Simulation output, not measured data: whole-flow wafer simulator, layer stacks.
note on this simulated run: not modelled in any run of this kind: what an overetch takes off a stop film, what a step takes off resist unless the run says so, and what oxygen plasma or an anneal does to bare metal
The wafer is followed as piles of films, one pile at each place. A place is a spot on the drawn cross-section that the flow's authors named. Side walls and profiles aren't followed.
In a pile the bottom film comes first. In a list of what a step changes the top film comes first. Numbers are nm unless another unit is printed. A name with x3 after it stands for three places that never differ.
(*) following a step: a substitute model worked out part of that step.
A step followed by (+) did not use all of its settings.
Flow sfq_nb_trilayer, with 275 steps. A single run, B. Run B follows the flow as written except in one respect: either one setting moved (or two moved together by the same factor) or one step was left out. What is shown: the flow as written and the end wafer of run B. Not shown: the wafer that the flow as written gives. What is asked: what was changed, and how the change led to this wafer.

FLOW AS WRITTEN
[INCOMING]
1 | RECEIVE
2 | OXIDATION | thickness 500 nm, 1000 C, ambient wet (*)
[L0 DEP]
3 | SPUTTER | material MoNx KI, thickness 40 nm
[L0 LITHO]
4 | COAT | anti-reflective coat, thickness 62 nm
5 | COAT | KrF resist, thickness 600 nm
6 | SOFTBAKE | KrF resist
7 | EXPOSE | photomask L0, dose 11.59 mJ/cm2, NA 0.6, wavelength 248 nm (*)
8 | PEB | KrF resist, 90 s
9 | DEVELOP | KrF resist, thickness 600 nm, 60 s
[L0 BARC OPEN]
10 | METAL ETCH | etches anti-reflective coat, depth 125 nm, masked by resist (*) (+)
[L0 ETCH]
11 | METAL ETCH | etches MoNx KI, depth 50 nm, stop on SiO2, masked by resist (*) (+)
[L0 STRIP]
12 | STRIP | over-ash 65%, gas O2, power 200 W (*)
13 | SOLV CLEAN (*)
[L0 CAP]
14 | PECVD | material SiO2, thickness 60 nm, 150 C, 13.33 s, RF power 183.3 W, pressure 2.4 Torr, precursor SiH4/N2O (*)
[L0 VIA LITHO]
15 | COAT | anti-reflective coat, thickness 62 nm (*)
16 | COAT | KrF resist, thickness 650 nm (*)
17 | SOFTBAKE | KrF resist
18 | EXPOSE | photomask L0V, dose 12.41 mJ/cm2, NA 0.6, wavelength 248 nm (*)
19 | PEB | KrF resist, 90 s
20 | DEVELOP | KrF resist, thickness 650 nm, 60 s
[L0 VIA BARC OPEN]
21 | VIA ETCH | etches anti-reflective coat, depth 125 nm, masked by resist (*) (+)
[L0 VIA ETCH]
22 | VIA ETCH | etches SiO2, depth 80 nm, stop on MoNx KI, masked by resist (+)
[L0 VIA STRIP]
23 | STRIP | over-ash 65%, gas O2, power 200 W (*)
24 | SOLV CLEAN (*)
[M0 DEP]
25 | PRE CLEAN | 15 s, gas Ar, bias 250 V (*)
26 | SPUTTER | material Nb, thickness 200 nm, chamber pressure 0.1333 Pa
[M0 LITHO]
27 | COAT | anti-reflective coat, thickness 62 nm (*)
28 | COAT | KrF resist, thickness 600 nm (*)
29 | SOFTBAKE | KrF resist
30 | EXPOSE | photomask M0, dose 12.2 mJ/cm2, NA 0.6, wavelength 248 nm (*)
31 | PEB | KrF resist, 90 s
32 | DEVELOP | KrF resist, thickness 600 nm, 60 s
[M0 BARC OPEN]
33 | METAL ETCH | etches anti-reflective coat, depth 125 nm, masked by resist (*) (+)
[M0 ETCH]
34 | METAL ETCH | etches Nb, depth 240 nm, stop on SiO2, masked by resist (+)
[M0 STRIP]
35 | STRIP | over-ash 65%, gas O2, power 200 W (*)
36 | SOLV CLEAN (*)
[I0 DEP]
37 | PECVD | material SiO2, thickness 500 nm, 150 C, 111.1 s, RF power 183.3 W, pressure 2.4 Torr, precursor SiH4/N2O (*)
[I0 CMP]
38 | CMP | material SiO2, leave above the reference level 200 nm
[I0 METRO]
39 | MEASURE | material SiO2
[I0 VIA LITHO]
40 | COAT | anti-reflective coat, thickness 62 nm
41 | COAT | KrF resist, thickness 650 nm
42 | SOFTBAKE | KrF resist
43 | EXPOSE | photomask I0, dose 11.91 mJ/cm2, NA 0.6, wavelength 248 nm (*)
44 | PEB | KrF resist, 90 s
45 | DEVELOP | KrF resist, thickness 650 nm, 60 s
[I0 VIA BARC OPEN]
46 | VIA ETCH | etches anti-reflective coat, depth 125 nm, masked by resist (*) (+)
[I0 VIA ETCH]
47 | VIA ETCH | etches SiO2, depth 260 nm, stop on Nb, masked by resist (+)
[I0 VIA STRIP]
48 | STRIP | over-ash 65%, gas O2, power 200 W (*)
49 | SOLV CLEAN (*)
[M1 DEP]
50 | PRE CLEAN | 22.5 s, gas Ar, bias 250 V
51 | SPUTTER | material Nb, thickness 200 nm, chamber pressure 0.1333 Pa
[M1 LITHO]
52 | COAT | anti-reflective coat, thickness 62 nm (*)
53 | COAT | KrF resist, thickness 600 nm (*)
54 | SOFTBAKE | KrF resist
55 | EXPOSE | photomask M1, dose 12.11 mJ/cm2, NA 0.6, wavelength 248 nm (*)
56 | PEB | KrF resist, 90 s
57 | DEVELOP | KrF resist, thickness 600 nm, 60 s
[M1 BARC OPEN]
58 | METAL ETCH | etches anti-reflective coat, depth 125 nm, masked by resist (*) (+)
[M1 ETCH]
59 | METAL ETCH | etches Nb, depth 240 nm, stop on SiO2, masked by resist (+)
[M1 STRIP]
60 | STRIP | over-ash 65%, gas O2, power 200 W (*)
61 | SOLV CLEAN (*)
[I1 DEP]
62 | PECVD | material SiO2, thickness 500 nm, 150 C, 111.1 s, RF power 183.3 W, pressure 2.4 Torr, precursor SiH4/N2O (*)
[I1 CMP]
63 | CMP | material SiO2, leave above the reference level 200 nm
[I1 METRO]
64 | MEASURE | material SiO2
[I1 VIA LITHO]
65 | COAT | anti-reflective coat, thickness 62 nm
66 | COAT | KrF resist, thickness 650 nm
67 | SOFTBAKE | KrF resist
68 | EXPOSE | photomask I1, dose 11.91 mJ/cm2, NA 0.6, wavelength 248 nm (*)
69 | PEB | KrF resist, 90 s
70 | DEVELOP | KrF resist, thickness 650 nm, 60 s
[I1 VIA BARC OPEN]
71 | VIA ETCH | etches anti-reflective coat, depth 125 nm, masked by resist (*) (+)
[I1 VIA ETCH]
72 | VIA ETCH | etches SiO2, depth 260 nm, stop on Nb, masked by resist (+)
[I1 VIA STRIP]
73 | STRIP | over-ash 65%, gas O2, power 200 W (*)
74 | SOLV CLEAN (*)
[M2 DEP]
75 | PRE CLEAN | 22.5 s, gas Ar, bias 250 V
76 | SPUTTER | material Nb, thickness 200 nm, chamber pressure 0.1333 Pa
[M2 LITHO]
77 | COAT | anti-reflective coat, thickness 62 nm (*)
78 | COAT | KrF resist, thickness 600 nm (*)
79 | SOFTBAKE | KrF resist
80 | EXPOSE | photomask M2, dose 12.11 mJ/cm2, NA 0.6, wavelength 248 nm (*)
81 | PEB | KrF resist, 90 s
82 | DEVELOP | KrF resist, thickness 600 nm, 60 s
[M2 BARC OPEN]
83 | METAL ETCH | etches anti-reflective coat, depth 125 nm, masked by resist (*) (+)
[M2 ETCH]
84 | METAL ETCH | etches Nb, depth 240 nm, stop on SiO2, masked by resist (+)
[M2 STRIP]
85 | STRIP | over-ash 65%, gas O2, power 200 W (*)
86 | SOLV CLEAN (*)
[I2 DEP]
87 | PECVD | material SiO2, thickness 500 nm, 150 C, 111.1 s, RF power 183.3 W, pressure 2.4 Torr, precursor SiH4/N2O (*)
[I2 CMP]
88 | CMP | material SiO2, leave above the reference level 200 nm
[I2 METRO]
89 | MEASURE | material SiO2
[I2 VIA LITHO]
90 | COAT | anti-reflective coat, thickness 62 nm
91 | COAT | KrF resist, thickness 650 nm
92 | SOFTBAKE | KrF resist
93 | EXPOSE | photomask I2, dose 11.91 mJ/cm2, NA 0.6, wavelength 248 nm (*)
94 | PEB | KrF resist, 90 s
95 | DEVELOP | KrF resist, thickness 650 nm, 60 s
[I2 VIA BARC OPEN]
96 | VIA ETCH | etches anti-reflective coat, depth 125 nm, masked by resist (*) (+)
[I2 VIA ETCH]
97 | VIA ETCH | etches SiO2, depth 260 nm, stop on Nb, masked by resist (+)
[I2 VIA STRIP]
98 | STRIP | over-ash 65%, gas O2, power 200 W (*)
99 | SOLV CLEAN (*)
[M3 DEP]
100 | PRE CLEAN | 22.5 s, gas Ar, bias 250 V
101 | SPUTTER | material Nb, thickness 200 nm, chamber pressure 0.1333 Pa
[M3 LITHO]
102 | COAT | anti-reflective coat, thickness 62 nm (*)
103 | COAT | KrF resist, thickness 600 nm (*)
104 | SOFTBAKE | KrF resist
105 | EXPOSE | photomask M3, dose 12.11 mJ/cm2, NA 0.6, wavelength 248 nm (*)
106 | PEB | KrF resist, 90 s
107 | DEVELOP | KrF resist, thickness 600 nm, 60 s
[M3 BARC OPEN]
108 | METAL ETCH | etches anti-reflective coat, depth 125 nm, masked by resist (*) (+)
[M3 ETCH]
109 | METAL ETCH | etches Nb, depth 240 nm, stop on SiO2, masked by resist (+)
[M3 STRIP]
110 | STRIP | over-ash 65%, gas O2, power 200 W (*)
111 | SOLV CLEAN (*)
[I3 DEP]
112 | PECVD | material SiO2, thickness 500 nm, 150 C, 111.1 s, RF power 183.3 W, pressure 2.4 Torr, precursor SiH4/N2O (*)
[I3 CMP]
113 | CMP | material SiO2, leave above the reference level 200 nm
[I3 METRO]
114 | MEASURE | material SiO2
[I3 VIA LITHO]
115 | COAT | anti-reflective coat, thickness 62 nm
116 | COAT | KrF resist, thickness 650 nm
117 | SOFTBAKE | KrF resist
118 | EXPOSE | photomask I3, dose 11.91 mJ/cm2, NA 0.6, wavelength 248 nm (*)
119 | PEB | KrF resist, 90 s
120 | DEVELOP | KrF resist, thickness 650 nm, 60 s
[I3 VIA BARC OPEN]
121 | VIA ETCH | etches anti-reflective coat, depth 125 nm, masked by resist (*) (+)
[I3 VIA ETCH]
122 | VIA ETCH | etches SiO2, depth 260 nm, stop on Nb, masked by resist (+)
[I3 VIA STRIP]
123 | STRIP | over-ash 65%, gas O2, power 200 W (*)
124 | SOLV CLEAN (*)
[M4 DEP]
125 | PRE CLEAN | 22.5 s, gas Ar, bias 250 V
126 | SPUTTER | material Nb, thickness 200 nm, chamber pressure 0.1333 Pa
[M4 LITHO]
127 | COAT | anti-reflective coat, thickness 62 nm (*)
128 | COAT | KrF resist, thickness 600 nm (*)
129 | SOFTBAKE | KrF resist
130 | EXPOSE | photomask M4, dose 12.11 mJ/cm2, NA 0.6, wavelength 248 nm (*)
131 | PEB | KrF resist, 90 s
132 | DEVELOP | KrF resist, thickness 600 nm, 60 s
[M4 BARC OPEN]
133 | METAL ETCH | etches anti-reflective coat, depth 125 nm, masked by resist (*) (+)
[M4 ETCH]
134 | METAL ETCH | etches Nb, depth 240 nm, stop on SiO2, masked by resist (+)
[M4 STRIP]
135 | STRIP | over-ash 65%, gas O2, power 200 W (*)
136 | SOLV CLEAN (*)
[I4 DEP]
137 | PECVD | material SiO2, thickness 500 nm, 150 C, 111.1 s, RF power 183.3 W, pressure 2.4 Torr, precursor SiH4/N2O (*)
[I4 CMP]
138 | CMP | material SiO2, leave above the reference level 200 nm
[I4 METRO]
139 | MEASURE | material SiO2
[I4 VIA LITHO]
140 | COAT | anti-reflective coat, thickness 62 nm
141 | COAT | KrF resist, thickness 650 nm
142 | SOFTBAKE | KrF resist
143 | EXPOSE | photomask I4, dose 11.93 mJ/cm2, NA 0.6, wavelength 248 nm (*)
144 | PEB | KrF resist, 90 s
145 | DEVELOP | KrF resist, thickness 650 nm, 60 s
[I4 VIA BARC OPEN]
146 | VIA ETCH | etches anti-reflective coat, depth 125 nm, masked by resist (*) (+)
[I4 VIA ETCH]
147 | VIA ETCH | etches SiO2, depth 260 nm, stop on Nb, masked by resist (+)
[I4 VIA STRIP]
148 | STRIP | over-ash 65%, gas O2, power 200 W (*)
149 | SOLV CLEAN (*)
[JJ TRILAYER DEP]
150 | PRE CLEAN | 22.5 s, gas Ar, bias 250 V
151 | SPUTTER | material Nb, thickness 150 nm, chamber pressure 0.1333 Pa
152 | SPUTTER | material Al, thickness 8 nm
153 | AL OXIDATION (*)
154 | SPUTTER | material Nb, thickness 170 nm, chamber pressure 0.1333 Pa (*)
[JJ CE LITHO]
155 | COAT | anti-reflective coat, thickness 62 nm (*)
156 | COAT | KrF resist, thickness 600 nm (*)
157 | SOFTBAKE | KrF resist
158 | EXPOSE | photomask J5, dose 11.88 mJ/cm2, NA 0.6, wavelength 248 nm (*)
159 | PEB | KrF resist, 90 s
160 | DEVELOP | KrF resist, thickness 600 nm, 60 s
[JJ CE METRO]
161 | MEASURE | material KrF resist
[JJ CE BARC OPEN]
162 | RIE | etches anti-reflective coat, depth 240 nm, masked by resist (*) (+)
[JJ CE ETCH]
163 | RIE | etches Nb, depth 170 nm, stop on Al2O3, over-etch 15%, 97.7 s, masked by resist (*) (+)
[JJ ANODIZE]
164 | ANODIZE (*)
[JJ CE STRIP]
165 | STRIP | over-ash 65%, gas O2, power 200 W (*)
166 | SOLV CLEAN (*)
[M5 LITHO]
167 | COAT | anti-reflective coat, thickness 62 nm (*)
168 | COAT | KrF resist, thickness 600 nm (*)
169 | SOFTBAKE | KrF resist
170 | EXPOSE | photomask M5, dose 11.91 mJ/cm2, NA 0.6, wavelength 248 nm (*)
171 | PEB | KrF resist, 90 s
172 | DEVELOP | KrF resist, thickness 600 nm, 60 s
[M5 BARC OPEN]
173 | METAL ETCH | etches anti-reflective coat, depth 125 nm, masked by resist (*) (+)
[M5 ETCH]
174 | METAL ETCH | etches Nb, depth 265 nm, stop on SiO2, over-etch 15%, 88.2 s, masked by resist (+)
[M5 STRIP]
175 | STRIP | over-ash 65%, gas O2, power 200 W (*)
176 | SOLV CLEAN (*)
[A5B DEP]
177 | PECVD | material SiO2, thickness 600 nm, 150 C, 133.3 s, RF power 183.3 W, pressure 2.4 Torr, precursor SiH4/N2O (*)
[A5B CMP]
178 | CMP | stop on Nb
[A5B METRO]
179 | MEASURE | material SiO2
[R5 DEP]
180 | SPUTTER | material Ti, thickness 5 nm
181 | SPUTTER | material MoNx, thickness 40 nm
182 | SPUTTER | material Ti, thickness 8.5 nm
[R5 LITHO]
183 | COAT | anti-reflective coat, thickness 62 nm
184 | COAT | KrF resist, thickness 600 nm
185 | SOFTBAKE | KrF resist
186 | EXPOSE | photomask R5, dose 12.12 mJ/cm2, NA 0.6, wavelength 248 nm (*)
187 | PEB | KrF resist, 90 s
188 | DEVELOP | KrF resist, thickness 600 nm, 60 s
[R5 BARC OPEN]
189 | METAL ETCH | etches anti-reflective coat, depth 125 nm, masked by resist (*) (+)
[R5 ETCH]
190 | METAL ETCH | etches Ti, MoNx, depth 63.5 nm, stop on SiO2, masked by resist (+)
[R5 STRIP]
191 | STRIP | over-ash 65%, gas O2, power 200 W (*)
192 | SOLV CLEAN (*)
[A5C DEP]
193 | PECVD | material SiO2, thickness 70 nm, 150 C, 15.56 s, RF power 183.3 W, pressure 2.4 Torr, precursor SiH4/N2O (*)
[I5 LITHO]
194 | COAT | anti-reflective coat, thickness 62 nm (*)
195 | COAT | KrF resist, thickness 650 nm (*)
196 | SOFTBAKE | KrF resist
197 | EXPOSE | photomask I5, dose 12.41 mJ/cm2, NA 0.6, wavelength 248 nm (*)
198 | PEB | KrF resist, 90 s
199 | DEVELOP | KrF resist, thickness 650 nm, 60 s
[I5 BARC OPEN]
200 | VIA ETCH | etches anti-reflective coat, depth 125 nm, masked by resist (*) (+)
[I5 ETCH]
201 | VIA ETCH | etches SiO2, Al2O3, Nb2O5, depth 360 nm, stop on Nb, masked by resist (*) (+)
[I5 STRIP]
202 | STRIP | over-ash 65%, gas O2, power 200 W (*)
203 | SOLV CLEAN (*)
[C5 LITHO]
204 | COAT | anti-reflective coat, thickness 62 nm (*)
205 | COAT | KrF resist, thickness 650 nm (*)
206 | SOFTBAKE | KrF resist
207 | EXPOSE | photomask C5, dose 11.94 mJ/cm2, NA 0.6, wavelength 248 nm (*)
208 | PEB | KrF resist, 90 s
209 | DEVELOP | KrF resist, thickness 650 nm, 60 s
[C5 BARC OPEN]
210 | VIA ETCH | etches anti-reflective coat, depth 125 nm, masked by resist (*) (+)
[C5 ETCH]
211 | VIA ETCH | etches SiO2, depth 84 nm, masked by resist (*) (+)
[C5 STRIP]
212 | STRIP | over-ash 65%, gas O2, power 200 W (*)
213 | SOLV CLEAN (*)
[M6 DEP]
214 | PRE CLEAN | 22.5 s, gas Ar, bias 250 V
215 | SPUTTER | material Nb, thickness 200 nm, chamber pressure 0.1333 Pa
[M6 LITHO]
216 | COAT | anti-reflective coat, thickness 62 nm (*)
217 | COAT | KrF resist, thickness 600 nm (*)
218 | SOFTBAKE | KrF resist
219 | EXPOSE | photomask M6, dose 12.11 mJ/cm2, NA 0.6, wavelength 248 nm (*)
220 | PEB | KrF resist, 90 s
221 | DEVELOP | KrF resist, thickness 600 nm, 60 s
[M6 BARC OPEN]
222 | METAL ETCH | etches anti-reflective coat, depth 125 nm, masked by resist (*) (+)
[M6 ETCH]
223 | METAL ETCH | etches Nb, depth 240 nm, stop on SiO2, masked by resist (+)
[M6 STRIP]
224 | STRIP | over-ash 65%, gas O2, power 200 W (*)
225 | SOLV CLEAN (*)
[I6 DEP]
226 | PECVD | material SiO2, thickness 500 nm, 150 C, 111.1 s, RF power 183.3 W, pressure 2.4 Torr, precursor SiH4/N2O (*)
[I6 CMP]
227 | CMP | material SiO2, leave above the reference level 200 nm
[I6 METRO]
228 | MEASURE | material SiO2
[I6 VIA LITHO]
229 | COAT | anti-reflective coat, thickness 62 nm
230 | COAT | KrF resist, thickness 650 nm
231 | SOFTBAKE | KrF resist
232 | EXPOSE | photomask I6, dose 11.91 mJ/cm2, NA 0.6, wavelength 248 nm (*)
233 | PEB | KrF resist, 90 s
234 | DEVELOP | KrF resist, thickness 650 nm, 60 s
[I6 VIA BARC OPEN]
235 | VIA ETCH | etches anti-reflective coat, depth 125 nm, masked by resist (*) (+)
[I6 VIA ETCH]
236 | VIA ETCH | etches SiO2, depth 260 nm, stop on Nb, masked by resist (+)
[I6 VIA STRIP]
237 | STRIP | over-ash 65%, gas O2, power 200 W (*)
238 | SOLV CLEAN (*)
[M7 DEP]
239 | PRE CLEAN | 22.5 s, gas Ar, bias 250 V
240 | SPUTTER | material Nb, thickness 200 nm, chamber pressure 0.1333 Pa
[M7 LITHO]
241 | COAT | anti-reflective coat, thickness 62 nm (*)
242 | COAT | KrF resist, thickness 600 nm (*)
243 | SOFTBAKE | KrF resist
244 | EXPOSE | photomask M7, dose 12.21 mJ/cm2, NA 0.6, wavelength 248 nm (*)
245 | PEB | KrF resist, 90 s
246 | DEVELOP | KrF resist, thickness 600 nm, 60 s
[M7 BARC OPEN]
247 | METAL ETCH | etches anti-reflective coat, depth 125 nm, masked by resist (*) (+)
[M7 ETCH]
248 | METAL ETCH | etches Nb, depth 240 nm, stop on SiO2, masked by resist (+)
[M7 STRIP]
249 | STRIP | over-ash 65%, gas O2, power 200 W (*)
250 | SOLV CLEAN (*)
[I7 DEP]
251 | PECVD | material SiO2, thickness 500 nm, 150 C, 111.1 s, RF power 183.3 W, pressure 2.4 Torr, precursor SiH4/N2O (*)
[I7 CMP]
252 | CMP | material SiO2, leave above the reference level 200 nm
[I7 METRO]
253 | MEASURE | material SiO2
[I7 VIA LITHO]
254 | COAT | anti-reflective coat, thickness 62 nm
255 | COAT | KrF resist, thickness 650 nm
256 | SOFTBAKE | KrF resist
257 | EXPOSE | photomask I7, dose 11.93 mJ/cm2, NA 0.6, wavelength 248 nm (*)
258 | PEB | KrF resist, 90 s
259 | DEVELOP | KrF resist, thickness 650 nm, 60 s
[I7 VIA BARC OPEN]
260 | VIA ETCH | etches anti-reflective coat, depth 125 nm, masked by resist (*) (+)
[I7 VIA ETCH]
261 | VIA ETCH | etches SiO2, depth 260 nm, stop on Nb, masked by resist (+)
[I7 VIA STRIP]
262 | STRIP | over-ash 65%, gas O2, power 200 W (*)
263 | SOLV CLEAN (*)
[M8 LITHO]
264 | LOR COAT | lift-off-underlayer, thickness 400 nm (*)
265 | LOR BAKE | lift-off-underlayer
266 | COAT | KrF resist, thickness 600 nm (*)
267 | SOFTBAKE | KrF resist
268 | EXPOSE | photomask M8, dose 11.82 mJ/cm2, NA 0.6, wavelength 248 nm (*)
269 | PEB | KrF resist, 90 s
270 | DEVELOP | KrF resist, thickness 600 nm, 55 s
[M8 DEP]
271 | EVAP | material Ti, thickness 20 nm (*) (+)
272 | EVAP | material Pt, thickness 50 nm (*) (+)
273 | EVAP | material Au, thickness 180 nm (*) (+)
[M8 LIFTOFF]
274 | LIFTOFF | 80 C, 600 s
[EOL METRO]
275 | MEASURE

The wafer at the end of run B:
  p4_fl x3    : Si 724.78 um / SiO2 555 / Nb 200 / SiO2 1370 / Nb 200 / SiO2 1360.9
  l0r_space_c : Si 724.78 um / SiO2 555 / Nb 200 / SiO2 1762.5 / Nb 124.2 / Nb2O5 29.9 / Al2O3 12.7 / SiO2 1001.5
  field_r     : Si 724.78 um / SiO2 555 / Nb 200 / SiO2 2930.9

What caused this: step 151, SPUTTER: thickness 135 nm was run, whereas the flow has thickness 150 nm.

The path from the change to this, step by step:
  151 | SPUTTER | material Nb, thickness 150 nm, chamber pressure 0.1333 Pa
      field_l, v_sur, via_sp and 100 more: +135 Nb (new film) (as written it would have been: +150 Nb (new film))
      via_wl, via_w, via_wr: +117.2 Nb (as written it would have been: +130.4 Nb)
  174 | METAL ETCH | etches Nb, depth 265 nm, stop on SiO2, over-etch 15%, 88.2 s, masked by resist (+)
      field_l, r_sur, res and 50 more: -12.6 Al2O3 (all of it), -29.9 Nb2O5 (all of it), -124.2 Nb (all of it), -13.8 SiO2 (as written it would have been: -12.6 Al2O3 (all of it), -29.9 Nb2O5 (all of it), -139.2 Nb (all of it), -12.3 SiO2)
  178 | CMP | stop on Nb
      field_l, p4_fl x3, p4_w1 x9 and 29 more: -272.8 SiO2 (as written it would have been: -259.3 SiO2)
      r_sur, res, r_end, moat, field_r, lsp_l: -266.3 SiO2 (as written it would have been: -252.3 SiO2)
      (also at 5 further places)
